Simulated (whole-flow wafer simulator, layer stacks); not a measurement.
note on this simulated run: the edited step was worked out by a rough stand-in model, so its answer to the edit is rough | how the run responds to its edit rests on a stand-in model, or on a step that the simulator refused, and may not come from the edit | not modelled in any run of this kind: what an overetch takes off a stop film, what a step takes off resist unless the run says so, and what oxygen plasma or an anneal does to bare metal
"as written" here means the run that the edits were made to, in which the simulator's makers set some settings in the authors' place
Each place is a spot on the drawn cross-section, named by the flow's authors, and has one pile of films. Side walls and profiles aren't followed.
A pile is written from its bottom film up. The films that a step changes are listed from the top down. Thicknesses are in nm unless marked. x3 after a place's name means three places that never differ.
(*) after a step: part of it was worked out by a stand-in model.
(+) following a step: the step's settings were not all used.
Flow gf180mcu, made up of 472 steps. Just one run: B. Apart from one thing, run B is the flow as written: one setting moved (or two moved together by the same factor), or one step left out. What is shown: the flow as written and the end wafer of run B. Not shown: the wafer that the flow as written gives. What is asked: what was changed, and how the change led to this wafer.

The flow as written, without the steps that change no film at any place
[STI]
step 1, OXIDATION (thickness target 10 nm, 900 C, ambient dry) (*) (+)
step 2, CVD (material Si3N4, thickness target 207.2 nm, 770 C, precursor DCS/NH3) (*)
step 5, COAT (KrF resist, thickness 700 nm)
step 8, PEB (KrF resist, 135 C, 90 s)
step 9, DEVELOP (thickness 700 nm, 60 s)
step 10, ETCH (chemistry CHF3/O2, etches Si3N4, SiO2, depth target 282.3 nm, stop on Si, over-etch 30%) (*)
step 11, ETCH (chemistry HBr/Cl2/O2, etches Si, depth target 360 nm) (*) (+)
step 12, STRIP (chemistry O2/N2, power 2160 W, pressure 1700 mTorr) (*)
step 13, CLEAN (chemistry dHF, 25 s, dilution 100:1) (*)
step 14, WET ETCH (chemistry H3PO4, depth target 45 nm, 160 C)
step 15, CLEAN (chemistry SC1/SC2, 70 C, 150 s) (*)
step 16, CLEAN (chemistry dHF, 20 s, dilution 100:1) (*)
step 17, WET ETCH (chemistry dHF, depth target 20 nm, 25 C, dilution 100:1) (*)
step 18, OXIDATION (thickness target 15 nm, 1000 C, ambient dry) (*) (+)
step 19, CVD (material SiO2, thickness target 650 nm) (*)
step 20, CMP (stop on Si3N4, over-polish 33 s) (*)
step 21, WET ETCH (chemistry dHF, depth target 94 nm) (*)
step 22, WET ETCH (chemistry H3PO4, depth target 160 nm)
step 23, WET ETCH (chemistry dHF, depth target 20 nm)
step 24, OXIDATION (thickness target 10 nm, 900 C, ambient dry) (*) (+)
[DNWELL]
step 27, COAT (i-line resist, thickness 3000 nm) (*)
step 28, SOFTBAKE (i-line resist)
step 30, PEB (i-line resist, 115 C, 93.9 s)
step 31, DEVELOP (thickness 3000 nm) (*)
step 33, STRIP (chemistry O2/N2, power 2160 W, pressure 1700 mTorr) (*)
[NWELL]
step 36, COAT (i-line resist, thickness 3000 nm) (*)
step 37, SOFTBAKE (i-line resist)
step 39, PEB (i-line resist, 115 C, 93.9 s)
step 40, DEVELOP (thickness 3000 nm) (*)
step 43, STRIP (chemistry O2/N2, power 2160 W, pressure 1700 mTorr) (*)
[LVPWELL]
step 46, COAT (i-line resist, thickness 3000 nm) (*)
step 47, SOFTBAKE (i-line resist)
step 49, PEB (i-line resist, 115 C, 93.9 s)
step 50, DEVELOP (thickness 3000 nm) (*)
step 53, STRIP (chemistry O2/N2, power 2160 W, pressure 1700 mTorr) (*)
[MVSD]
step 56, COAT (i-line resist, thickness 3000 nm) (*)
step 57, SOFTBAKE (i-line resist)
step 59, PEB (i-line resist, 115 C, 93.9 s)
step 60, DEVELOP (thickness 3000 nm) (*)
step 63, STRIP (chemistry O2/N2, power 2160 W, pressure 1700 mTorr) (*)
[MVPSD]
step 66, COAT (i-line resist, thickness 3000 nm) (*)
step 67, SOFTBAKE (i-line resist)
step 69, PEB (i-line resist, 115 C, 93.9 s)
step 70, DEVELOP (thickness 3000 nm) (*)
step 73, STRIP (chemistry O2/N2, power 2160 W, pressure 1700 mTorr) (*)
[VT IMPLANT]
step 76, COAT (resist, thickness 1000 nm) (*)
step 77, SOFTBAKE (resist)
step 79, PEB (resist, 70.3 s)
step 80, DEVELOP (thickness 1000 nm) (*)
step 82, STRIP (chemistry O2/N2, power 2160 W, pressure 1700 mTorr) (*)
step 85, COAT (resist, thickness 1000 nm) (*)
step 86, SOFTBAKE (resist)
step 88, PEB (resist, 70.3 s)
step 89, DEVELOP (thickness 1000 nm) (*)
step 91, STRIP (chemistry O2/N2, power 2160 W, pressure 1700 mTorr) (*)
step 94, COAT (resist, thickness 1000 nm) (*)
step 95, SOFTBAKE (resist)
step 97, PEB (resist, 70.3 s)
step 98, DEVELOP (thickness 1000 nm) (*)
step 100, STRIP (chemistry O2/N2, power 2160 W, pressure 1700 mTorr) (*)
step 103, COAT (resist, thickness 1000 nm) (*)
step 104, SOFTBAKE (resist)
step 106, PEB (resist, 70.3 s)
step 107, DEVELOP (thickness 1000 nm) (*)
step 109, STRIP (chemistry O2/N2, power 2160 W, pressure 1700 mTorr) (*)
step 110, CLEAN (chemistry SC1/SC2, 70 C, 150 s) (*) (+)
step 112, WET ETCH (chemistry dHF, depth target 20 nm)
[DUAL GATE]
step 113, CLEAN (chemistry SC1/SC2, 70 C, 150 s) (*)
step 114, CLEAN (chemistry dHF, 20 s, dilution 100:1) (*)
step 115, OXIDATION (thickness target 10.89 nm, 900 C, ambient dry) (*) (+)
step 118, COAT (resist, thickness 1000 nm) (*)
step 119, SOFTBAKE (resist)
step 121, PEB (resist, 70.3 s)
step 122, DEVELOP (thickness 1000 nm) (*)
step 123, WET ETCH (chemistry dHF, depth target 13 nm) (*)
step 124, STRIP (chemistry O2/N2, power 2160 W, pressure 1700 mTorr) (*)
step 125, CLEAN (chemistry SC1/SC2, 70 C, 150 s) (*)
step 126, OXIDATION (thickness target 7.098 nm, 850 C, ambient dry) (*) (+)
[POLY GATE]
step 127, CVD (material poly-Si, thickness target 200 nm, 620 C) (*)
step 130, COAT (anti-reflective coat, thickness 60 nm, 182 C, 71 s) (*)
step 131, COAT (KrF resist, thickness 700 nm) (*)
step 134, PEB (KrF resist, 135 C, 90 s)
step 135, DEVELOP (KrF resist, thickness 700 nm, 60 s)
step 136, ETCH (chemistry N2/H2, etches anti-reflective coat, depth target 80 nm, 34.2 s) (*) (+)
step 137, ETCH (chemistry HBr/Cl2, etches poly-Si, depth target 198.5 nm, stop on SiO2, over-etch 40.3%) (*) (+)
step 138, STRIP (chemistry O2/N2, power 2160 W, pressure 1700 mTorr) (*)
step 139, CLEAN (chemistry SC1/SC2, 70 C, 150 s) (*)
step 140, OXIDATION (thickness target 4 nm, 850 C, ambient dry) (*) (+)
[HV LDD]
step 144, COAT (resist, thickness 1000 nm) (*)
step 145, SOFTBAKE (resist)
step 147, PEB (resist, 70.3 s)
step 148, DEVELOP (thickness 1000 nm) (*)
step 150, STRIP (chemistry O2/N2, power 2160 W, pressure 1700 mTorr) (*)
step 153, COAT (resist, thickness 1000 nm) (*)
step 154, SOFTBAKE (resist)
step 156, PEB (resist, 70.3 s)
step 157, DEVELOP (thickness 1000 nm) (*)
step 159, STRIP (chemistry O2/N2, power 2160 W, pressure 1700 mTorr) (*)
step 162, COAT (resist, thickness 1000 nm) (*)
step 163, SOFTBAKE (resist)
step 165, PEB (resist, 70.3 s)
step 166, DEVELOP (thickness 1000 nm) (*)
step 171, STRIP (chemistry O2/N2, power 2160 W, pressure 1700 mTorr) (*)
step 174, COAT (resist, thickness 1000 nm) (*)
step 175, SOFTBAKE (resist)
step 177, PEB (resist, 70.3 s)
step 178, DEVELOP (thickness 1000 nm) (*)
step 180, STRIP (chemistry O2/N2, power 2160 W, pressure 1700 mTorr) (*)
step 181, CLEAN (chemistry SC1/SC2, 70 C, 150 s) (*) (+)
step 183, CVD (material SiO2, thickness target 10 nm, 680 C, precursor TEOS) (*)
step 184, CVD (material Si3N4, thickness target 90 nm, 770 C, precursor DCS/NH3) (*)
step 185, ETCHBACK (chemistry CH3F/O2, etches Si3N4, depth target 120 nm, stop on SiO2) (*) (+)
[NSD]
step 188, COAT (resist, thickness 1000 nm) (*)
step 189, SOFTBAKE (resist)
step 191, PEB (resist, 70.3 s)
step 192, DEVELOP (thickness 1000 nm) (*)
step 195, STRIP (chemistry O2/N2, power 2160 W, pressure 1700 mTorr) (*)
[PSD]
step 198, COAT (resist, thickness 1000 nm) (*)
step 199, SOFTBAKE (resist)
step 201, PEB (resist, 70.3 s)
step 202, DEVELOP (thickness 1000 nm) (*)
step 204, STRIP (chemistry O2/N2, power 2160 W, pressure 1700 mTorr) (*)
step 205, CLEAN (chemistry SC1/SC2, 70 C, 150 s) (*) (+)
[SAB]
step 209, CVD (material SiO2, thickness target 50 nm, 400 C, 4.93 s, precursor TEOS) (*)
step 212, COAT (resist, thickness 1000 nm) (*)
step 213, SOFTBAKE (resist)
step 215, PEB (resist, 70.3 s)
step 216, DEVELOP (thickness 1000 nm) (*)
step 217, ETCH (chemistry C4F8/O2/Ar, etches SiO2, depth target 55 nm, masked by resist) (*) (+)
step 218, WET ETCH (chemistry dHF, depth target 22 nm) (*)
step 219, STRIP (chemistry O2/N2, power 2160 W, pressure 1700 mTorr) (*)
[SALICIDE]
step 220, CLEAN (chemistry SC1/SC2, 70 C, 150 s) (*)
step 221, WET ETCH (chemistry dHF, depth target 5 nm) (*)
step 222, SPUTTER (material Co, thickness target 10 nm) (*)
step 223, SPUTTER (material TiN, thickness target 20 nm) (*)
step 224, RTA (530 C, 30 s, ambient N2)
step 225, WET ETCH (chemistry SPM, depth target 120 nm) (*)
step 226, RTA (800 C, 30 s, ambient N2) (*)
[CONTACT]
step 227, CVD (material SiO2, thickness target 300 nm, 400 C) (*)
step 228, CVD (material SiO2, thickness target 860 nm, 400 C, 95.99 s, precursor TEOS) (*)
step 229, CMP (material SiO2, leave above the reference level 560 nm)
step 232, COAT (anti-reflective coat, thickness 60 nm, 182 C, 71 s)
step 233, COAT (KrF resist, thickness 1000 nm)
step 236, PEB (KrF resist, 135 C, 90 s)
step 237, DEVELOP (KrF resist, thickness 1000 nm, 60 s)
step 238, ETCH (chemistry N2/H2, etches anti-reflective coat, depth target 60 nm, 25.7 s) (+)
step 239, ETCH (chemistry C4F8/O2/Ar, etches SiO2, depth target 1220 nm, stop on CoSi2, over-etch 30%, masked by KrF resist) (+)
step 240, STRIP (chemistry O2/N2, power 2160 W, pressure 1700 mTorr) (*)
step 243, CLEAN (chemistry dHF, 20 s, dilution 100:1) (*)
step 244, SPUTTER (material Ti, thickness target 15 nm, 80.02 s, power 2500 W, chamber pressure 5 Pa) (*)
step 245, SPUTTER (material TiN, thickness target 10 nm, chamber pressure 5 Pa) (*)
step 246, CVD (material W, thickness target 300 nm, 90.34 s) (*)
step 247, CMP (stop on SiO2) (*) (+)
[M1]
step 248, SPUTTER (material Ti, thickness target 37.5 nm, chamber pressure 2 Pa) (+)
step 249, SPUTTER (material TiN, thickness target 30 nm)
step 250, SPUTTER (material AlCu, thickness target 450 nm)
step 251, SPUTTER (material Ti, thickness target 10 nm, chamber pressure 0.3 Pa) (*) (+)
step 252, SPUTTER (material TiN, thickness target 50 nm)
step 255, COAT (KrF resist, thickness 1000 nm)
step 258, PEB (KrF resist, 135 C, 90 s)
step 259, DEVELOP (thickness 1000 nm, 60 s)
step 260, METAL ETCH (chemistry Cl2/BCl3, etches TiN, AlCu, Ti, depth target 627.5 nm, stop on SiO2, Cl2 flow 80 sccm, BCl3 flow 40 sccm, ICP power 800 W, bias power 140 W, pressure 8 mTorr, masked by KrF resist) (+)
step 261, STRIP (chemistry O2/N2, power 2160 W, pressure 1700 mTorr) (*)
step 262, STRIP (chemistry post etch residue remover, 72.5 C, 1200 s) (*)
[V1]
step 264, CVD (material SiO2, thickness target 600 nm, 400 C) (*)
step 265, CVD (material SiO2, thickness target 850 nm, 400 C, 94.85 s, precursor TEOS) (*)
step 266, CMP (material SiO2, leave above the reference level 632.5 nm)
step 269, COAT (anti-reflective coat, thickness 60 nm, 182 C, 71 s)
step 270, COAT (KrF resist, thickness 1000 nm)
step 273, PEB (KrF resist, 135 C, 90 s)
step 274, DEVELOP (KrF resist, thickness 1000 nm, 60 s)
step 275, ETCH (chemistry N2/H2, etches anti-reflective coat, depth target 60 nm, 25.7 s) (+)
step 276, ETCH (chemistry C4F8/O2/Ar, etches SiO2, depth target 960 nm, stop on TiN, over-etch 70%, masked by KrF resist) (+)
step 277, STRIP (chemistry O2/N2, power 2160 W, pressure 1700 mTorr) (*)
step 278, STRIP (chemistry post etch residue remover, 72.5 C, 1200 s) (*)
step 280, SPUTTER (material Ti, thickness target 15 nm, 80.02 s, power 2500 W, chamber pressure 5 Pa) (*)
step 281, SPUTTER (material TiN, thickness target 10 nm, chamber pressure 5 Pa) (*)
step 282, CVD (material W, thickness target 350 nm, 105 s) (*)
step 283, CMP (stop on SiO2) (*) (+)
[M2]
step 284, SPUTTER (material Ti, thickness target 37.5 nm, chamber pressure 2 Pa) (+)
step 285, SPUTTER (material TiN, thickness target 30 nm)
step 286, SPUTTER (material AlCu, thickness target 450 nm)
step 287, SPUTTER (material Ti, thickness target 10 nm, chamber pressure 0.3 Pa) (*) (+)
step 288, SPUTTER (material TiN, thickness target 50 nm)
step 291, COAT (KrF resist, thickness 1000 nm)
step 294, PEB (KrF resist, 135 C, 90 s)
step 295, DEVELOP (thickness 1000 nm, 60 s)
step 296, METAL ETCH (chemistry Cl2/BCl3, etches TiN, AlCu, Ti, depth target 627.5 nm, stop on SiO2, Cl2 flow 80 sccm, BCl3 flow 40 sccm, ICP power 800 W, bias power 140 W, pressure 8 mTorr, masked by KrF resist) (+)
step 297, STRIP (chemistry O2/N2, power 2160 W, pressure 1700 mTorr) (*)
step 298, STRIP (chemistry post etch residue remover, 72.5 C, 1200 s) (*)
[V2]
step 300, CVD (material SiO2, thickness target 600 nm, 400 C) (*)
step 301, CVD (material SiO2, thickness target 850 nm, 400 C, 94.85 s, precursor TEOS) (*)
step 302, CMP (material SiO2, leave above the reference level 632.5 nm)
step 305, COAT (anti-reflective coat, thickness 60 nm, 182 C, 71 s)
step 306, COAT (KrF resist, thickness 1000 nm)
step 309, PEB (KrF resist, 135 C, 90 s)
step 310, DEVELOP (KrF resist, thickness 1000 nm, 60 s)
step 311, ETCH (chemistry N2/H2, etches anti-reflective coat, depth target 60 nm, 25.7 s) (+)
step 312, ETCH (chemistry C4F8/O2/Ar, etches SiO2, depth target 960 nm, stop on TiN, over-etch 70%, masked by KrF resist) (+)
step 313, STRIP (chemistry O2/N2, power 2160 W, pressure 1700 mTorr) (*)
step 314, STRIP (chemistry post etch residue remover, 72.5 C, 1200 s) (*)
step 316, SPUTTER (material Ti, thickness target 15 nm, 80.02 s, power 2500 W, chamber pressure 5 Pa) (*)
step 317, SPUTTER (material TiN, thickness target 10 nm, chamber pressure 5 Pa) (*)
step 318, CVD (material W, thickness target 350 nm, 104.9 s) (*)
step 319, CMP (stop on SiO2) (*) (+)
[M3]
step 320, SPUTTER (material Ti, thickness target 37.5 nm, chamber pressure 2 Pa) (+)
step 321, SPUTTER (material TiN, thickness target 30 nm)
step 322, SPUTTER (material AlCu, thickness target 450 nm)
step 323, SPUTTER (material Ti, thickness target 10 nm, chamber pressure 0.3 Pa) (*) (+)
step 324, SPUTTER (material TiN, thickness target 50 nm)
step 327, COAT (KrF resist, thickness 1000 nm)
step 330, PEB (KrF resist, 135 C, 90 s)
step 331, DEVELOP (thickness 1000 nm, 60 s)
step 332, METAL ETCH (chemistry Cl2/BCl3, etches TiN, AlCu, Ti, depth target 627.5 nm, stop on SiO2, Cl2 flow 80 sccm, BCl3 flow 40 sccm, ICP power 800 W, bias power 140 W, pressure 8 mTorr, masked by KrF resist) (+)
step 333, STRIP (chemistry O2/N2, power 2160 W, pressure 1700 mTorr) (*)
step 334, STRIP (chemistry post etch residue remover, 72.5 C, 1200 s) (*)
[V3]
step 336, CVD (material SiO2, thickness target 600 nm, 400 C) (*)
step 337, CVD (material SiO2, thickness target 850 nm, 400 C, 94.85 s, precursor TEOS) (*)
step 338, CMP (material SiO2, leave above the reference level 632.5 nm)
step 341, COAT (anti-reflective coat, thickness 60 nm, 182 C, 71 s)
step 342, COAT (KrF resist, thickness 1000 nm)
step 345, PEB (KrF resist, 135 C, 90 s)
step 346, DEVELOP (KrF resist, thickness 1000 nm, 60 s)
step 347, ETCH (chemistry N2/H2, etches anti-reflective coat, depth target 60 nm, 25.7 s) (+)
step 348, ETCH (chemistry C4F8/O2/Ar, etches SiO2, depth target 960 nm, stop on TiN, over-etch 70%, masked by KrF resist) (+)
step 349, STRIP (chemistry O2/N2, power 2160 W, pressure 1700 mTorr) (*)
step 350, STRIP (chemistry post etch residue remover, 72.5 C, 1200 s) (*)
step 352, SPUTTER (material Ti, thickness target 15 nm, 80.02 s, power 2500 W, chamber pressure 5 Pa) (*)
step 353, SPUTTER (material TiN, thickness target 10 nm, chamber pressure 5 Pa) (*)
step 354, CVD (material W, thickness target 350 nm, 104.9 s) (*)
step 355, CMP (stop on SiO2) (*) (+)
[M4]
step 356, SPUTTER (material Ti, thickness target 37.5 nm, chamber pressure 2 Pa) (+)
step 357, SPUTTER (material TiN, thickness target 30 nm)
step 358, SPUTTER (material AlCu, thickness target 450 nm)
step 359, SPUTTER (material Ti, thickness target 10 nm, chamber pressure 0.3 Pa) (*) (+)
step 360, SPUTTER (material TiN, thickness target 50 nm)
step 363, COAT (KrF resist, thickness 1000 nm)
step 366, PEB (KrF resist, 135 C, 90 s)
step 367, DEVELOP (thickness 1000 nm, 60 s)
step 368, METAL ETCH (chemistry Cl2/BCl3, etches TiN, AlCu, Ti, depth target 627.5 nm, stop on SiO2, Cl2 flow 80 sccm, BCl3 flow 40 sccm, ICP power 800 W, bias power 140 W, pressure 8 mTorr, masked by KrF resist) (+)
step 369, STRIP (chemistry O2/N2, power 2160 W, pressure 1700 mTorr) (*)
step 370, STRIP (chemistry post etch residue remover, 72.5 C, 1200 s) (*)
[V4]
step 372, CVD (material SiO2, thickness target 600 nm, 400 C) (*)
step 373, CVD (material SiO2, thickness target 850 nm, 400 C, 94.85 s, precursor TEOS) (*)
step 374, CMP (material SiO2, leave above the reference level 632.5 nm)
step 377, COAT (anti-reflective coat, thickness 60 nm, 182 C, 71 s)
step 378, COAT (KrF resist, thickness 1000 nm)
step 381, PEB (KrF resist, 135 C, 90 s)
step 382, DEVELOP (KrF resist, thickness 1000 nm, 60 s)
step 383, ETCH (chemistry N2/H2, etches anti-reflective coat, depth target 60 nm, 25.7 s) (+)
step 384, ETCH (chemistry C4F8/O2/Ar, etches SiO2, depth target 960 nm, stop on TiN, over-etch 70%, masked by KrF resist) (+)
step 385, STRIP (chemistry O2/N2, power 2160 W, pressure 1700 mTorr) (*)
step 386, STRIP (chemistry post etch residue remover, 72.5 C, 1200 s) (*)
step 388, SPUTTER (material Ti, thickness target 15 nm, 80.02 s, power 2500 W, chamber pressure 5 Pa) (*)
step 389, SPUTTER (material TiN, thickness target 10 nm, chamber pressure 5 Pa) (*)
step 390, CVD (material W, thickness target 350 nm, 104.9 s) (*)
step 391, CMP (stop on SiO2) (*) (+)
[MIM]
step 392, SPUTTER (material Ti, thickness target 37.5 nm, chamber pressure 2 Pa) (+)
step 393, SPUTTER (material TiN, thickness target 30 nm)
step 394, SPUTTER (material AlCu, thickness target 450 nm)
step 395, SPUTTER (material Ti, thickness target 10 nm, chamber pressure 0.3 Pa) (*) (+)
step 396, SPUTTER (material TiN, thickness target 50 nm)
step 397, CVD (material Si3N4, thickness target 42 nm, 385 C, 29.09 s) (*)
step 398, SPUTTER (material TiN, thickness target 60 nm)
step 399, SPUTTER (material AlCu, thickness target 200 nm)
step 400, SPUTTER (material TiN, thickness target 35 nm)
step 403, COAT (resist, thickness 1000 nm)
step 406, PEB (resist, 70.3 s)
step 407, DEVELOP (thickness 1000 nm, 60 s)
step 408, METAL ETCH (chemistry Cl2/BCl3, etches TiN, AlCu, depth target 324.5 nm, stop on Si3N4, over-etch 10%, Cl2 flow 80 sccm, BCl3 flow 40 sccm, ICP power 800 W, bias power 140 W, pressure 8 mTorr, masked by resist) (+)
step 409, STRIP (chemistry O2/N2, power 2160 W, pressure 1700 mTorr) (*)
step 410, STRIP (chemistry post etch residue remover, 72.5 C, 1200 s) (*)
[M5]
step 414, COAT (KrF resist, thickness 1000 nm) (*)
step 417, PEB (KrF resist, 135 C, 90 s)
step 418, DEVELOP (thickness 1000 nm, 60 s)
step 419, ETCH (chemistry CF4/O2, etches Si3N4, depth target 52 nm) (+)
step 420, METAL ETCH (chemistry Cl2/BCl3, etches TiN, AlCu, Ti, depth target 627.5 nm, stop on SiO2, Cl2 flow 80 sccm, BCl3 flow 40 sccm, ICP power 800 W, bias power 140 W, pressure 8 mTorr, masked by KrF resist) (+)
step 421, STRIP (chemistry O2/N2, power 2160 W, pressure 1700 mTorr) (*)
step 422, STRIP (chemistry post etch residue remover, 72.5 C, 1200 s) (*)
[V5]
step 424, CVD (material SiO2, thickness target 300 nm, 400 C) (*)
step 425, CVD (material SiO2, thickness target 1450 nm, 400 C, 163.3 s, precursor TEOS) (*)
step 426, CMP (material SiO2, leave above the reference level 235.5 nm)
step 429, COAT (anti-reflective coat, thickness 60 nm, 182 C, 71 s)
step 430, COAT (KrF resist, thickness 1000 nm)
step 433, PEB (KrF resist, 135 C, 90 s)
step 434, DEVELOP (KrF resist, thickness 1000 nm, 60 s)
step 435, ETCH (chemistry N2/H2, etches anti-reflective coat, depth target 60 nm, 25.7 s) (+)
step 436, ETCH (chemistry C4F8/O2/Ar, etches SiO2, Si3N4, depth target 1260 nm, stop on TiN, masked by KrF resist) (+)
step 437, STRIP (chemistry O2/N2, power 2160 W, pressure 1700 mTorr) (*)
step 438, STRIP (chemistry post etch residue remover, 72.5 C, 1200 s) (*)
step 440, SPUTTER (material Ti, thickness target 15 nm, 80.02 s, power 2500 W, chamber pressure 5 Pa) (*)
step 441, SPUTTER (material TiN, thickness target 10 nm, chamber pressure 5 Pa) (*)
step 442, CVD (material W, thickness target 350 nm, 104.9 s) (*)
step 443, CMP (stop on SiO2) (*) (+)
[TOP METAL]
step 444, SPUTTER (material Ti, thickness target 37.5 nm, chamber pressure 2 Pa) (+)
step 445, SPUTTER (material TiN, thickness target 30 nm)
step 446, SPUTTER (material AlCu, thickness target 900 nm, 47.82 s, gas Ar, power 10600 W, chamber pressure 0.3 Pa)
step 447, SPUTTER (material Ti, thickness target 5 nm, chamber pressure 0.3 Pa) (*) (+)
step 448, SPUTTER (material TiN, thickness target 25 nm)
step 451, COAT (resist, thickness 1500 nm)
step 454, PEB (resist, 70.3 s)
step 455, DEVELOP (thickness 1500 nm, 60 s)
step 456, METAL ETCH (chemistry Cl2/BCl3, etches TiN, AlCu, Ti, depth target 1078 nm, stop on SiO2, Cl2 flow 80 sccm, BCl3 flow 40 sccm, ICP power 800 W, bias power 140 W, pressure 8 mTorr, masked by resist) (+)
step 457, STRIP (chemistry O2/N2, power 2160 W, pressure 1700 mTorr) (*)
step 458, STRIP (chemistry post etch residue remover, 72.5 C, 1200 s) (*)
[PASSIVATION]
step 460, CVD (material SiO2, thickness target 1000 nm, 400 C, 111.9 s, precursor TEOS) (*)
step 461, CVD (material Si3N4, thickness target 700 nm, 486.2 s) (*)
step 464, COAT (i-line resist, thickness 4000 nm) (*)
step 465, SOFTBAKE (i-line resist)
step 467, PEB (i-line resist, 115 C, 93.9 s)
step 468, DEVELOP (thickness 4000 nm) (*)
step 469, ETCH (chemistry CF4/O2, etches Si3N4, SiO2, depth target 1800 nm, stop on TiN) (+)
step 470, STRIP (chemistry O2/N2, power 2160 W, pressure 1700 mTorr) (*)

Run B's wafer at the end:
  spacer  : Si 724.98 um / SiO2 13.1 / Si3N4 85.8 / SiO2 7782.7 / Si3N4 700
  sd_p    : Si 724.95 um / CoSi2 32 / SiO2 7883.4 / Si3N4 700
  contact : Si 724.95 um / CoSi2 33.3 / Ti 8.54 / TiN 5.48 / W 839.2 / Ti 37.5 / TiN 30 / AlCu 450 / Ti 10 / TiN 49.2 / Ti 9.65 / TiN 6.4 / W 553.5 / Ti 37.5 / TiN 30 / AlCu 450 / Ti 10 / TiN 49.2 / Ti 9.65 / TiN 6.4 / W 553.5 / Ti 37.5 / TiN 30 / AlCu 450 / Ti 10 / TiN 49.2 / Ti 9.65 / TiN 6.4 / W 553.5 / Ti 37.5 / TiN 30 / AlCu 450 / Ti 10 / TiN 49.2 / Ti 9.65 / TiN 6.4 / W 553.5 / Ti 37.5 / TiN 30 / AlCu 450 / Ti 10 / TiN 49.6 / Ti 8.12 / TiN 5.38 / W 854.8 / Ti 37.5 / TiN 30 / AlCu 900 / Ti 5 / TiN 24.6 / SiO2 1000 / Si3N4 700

The reason: step 183, CVD: thickness target 5.9 nm was run, though the flow has thickness target 10 nm.

Step by step, how the change led to this:
  step 183, CVD (material SiO2, thickness target 10 nm, 680 C, precursor TEOS) (*)
      field, field__w1, field__w2 and 99 more: SiO2 gains 5.9 (it would be, as written: SiO2 gains 10)
      ld_drift_p: SiO2 gains 5.82 (it would be, as written: SiO2 gains 9.87)
      (as well as at 1 more place)
  step 189, SOFTBAKE (resist)
      field: resist loses 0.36 (it would be, as written: resist gains 3.56)
      active_hv: resist loses 0.53 (it would be, as written: resist gains 2.68)
      (as well as at 3 more places)
  step 199, SOFTBAKE (resist)
      field: resist loses 0.36 (it would be, as written: resist gains 3.56)
      active_hv: resist loses 0.53 (it would be, as written: resist gains 2.68)
      (as well as at 3 more places)
  step 218, WET ETCH (chemistry dHF, depth target 22 nm) (*)
      gate, gate_hv, gate_p and 23 more: SiO2 loses 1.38 (all of it) (it would be, as written: SiO2 loses 5.48 (all of it))
      active, p_well, sd_n, iso_ptap_pw, iso_ntap_nw, iso_ptap_sub, vpnp_e: SiO2 loses 4.91 (all of it) (it would be, as written: SiO2 loses 9.01 (all of it))
      (as well as at 16 more places)
  step 229, CMP (material SiO2, leave above the reference level 560 nm)
      field__w3: SiO2 loses 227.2 (it would be, as written: SiO2 loses 232.3)
      field__w12: SiO2 loses 227.1 (it would be, as written: SiO2 loses 232.1)
      (as well as at 1 more place)
